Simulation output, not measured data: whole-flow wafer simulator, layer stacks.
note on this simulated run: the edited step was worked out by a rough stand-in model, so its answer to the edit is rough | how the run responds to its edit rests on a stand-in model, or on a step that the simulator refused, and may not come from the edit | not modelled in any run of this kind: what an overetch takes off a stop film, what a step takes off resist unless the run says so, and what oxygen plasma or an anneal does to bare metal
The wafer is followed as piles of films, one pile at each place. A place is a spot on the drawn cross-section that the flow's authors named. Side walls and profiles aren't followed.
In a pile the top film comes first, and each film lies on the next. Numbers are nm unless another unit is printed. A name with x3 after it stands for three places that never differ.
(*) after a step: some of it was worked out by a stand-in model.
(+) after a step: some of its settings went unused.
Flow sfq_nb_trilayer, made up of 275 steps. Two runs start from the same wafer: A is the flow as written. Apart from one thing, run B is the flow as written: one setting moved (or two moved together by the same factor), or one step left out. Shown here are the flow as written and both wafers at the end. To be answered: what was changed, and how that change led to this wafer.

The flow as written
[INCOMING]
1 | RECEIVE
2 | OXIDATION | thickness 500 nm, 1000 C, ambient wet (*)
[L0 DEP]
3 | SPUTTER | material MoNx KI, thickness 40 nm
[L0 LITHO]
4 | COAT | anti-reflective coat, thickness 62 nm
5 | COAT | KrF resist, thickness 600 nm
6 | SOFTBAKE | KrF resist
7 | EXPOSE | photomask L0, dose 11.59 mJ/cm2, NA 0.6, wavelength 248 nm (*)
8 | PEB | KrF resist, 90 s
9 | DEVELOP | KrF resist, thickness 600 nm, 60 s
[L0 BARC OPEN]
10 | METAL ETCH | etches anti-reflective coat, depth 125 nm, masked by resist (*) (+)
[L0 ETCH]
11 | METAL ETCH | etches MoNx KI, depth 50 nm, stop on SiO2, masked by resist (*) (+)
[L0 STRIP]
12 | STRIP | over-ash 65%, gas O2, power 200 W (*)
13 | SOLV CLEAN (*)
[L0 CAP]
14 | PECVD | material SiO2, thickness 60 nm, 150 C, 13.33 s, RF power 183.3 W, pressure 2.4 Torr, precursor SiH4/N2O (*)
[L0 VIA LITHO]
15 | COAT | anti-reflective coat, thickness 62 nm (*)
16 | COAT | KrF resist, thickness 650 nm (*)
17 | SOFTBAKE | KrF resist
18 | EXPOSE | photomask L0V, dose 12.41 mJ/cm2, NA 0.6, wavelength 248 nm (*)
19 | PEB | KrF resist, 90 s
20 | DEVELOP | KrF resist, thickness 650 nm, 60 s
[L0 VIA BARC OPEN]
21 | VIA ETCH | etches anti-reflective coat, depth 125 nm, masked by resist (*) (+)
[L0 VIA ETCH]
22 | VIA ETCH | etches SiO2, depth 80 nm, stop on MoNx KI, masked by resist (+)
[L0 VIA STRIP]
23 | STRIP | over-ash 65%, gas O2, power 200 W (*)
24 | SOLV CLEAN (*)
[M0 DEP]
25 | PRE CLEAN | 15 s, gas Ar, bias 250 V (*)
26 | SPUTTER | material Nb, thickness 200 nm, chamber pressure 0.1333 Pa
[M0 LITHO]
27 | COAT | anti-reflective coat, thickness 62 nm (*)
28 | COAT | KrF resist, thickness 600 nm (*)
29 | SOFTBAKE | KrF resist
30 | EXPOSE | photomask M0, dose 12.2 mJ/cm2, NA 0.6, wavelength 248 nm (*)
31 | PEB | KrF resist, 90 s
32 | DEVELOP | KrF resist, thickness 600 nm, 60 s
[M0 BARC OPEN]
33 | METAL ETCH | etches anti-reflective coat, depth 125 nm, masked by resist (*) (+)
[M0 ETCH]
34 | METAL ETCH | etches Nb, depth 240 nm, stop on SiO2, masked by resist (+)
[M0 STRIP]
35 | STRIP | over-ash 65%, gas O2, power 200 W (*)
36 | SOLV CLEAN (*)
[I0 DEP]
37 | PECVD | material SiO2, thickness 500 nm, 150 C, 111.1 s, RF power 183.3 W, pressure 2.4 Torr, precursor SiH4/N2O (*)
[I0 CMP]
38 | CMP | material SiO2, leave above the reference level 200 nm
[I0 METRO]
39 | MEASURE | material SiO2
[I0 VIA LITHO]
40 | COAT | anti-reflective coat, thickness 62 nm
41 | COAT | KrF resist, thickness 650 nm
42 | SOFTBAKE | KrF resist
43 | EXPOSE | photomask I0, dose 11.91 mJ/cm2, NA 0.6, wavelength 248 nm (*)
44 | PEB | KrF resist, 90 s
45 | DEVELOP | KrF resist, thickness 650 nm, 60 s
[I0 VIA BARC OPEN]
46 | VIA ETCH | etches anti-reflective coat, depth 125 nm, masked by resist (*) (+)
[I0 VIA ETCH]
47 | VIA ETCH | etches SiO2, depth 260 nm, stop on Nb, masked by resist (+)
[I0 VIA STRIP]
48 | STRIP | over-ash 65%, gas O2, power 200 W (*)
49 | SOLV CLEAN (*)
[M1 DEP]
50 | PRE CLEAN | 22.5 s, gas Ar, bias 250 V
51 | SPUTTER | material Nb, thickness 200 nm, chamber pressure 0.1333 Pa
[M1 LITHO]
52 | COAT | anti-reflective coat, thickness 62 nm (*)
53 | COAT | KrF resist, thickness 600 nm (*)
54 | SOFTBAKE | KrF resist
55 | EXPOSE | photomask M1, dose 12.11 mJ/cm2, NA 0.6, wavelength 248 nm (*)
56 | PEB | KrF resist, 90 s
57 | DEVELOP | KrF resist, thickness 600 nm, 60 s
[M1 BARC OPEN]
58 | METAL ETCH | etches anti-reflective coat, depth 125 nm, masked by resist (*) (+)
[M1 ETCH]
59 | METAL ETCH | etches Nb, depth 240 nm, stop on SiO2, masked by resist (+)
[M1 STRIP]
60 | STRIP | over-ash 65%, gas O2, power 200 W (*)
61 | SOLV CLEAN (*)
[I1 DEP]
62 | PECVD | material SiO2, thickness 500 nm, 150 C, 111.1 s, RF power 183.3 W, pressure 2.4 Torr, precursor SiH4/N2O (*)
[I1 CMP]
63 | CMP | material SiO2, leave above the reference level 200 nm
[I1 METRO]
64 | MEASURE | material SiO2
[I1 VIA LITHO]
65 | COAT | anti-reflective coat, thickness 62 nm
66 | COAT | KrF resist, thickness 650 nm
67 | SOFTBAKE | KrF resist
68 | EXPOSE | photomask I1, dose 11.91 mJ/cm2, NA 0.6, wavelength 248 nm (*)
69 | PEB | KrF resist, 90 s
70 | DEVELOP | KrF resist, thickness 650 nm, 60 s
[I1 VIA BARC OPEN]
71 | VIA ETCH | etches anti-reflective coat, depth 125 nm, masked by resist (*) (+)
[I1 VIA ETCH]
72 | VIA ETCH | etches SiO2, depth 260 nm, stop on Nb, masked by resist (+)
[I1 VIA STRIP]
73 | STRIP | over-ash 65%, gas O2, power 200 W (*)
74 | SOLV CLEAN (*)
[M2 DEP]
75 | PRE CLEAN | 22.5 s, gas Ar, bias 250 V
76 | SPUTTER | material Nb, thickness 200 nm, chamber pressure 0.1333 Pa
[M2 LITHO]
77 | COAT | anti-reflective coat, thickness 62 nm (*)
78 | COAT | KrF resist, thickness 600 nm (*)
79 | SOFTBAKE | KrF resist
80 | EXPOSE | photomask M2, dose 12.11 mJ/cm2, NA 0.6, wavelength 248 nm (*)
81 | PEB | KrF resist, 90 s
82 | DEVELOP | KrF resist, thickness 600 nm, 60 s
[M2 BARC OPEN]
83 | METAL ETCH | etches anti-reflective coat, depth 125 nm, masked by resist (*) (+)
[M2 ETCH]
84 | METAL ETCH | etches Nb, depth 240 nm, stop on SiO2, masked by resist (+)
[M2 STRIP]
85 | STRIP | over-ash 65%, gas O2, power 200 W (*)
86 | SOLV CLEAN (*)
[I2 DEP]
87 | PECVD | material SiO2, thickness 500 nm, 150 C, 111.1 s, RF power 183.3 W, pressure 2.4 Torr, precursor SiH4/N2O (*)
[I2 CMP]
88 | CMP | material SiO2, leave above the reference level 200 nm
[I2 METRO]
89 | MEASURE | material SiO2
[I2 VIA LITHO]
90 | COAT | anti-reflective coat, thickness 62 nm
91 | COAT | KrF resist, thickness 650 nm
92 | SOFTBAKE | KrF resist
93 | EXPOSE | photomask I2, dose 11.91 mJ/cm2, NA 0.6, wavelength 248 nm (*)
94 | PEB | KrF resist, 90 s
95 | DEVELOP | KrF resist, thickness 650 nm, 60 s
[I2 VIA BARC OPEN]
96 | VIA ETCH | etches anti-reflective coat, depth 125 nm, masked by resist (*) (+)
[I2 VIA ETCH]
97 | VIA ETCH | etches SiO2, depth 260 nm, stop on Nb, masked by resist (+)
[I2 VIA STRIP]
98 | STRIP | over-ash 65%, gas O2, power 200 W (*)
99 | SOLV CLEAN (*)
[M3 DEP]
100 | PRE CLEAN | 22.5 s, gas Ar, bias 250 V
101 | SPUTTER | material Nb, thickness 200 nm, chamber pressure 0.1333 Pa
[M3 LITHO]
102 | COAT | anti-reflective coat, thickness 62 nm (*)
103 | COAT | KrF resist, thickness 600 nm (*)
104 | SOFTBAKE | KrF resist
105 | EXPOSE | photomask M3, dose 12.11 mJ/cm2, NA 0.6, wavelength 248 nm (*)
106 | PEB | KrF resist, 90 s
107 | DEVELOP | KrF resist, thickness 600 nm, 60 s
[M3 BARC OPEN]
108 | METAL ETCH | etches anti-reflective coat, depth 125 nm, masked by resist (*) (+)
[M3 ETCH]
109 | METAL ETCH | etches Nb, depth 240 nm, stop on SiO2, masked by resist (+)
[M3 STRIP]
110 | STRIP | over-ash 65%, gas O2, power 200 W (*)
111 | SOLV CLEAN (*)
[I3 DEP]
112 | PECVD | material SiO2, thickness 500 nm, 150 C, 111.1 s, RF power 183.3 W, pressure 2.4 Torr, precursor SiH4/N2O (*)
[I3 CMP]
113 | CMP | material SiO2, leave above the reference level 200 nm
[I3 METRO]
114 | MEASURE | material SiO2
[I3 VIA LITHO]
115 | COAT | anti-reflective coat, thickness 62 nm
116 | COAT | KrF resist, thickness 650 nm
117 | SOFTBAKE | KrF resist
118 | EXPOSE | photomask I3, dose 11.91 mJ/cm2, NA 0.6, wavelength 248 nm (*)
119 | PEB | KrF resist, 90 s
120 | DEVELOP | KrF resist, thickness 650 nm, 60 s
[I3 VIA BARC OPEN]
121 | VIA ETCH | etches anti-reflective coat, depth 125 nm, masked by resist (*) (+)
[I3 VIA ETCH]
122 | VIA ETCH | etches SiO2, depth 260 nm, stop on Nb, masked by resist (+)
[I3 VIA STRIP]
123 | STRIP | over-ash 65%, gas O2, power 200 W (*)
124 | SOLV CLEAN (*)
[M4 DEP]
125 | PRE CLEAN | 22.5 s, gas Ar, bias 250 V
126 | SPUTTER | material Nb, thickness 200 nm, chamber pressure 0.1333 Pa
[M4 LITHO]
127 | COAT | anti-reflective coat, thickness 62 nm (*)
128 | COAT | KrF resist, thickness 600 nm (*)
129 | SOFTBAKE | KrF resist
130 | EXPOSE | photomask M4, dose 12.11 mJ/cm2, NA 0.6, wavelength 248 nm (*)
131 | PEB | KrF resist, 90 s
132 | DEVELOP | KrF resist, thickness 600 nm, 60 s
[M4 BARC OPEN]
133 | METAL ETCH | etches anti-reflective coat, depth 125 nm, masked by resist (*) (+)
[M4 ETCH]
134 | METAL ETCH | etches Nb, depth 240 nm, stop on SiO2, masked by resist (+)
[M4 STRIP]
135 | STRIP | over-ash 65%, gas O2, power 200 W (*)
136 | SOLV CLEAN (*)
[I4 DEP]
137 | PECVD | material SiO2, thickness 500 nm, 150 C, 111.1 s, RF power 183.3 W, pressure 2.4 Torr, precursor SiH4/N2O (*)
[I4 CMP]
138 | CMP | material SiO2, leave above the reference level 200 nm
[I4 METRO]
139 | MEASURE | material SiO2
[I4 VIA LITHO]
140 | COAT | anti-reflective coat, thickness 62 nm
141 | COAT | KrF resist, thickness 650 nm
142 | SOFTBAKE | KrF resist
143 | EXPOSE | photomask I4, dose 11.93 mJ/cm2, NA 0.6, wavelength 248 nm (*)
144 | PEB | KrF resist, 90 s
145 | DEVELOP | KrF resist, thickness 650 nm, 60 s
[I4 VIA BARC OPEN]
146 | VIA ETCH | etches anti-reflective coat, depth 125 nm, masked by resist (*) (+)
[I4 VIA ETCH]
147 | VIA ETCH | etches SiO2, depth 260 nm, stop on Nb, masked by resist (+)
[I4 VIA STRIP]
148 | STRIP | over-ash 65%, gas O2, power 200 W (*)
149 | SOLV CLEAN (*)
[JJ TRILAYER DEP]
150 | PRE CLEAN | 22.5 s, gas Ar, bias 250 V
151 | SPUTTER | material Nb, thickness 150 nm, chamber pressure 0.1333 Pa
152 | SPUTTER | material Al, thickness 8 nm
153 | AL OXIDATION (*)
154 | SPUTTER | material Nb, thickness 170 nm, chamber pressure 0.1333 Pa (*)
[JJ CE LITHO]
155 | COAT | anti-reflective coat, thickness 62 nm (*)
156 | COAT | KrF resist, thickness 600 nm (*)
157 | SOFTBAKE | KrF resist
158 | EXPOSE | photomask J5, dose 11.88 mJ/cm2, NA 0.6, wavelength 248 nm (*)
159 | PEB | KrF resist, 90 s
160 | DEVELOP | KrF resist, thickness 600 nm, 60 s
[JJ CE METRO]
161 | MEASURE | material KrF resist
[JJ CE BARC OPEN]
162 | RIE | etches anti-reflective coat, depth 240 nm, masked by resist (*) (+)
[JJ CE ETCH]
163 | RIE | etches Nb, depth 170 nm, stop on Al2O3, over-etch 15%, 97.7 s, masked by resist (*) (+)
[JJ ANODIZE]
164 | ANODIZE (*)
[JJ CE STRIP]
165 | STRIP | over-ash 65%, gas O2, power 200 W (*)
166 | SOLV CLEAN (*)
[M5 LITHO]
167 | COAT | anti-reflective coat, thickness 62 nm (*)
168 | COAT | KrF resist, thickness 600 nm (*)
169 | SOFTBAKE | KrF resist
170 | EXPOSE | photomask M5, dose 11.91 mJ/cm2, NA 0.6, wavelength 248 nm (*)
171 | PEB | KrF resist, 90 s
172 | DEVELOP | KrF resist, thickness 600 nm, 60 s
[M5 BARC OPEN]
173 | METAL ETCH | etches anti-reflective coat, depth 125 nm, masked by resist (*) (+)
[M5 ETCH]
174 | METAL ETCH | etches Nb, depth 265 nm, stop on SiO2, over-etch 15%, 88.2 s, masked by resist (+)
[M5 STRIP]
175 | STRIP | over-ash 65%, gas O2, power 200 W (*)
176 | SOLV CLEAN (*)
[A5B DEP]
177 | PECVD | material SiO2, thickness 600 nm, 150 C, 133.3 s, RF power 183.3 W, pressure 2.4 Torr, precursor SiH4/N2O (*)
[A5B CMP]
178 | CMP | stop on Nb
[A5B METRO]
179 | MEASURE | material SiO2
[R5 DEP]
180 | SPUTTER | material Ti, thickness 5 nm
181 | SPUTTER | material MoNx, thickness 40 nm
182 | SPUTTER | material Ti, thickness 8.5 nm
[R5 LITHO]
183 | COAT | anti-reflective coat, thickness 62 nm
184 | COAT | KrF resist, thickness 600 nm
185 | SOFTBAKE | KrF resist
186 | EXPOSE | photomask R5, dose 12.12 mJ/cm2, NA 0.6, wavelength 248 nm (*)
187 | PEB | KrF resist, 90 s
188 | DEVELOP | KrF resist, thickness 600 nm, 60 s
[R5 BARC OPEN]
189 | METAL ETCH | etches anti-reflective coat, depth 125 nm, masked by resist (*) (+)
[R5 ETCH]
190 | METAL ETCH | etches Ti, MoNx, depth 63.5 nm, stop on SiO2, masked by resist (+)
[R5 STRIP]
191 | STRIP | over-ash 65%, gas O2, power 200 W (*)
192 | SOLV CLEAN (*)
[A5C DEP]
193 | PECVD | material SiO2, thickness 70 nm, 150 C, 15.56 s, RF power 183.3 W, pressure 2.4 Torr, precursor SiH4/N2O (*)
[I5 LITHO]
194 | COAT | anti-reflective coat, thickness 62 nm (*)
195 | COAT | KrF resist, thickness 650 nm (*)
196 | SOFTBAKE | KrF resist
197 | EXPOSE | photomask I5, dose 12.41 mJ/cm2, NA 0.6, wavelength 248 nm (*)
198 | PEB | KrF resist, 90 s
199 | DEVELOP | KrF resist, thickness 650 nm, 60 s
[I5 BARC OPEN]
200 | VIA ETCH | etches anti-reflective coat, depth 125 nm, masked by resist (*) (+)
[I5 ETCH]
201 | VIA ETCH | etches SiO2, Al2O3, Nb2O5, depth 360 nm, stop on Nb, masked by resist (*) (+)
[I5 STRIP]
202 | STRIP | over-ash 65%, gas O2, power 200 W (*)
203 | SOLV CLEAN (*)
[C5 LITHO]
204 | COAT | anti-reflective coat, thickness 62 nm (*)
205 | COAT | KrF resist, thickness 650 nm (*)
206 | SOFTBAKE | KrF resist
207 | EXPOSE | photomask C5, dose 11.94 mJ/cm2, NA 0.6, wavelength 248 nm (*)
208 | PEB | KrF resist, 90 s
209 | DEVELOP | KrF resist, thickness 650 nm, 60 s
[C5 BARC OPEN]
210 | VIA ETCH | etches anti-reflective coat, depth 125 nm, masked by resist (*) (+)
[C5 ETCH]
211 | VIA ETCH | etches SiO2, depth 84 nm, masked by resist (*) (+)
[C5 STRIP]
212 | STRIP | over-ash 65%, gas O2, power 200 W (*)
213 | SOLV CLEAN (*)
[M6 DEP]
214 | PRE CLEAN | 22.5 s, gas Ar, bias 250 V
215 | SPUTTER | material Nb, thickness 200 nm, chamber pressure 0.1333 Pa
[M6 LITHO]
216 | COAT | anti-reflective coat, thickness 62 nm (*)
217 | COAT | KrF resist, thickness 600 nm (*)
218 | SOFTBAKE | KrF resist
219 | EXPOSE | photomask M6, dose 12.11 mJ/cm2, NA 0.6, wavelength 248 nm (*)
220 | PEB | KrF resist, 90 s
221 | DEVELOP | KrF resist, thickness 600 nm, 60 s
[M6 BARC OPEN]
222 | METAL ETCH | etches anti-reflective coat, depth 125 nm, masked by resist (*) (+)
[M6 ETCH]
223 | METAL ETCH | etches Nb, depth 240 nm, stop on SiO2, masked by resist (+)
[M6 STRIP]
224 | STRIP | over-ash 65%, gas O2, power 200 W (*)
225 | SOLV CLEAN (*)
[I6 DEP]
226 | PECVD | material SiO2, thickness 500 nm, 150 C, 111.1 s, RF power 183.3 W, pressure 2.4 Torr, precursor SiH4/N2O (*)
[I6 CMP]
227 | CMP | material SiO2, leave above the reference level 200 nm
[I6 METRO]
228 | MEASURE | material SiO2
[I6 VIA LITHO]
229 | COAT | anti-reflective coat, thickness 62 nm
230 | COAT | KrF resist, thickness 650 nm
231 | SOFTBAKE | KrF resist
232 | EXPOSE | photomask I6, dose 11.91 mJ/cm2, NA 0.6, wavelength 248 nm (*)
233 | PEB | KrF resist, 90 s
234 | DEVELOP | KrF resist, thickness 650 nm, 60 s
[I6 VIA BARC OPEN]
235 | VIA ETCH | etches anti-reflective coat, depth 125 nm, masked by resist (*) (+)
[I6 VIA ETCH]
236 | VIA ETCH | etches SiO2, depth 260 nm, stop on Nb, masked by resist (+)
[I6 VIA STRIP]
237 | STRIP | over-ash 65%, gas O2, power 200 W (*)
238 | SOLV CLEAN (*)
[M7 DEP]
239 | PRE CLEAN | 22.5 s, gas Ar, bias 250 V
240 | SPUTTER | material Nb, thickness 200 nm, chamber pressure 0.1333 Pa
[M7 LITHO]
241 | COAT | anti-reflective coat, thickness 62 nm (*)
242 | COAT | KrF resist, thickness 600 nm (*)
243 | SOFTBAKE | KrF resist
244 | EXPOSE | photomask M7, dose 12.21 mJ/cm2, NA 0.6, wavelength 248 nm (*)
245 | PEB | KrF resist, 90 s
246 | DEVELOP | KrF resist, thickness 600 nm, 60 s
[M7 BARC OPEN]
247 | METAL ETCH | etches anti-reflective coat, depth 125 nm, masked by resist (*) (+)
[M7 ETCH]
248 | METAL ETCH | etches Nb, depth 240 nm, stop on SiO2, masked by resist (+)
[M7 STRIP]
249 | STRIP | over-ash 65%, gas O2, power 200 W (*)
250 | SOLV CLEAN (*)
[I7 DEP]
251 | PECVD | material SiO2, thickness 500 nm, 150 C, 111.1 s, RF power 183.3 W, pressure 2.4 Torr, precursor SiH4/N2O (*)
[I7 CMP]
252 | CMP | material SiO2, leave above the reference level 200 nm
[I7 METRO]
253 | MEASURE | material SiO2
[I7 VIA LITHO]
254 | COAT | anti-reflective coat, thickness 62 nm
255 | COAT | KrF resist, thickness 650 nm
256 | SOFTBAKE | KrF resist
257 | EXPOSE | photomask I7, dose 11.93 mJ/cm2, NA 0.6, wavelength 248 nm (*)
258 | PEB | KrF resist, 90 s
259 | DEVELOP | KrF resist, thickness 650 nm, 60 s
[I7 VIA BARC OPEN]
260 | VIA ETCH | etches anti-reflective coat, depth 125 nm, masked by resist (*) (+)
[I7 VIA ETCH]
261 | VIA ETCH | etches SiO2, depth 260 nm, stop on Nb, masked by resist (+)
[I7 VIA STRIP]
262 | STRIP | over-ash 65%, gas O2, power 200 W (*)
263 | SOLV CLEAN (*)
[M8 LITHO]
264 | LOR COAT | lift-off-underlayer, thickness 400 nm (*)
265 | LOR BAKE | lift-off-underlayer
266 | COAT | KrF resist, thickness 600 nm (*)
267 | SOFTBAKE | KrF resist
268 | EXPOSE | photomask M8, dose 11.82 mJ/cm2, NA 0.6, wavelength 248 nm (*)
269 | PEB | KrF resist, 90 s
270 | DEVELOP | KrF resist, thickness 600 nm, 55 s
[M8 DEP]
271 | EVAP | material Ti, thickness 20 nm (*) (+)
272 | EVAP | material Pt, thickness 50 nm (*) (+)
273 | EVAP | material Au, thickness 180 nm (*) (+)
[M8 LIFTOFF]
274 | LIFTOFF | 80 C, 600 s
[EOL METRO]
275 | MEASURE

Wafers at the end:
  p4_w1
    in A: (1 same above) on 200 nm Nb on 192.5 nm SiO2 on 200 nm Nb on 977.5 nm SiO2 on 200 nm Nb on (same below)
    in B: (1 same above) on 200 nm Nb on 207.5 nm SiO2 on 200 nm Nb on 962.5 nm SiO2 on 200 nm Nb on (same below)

Cause: step 87, PECVD: thickness 385 nm was run, whereas the flow has thickness 500 nm; step 87, PECVD: 85.56 s was run, where the flow has 111.1 s.

How this came from the change, step by step:
  87 | PECVD | material SiO2, thickness 500 nm, 150 C, 111.1 s, RF power 183.3 W, pressure 2.4 Torr, precursor SiH4/N2O (*)
      field_l, be, be_sur and 81 more: A +500 SiO2 | B +385 SiO2
      v_sur, via_wl, via_w and 18 more: A +500 SiO2 (new film) | B +385 SiO2 (new film)
      (and at 1 other place as well)
  88 | CMP | material SiO2, leave above the reference level 200 nm
      field_l, be, be_sur and 81 more: A -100 SiO2 | B nothing
      v_sur, via_wl, via_w and 18 more: A -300 SiO2 | B -185 SiO2
      (and at 1 other place as well)
  90 | COAT | anti-reflective coat, thickness 62 nm
      wl_g_sr, m0r_space_l, m6r_space_l, m7r_space_l: A +62 anti-reflective coat (new film) | B +64.1 anti-reflective coat (new film)
      l0r_line_l, m5r_space_l, m5r_space_r: A +62 anti-reflective coat (new film) | B +63.3 anti-reflective coat (new film)
      (and at 22 other places as well)
  98 | STRIP | over-ash 65%, gas O2, power 200 W (*)
      m0r_space_l, m6r_space_l, m7r_space_l: A -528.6 KrF resist (all of it), -62 anti-reflective coat (all of it) | B -531.1 KrF resist (all of it), -64.1 anti-reflective coat (all of it)
      m0r_space_r, m6r_space_r, m7r_space_r: A -528.6 KrF resist (all of it), -62 anti-reflective coat (all of it) | B -531 KrF resist (all of it), -64.2 anti-reflective coat (all of it)
      (and at 23 other places as well)
  102 | COAT | anti-reflective coat, thickness 62 nm (*)
      m0r_space_l, m0r_space_r, m6r_space_l, m6r_space_r, m7r_space_l, m7r_space_r: A +62 anti-reflective coat (new film) | B +63.9 anti-reflective coat (new film)
      p3_s0, r5r_line_c: A +62 anti-reflective coat (new film) | B +63.7 anti-reflective coat (new film)
      (and at 18 other places as well)
  108 | METAL ETCH | etches anti-reflective coat, depth 125 nm, masked by resist (*) (+)
      m0r_space_l, m0r_space_r, m6r_space_l, m6r_space_r, m7r_space_l, m7r_space_r: A -62 anti-reflective coat (all of it) | B -63.9 anti-reflective coat (all of it)
      p3_s0, r5r_line_c: A -62 anti-reflective coat (all of it) | B -63.7 anti-reflective coat (all of it)
      (and at 13 other places as well)
  110 | STRIP | over-ash 65%, gas O2, power 200 W (*)
      v_sur: A -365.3 KrF resist (all of it), -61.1 anti-reflective coat (all of it) | B -360.2 KrF resist (all of it), -57.6 anti-reflective coat (all of it)
      wire: A -379.7 KrF resist (all of it), -61.3 anti-reflective coat (all of it) | B -374.2 KrF resist (all of it), -58.3 anti-reflective coat (all of it)
      (and at 3 other places as well)
  113 | CMP | material SiO2, leave above the reference level 200 nm
      field_l, be, be_sur and 64 more: A -100 SiO2 | B -85 SiO2
      p4_w1, p4_w2, p4_w3 and 6 more: A -300 SiO2 | B -285 SiO2
      (and at 8 other places as well)
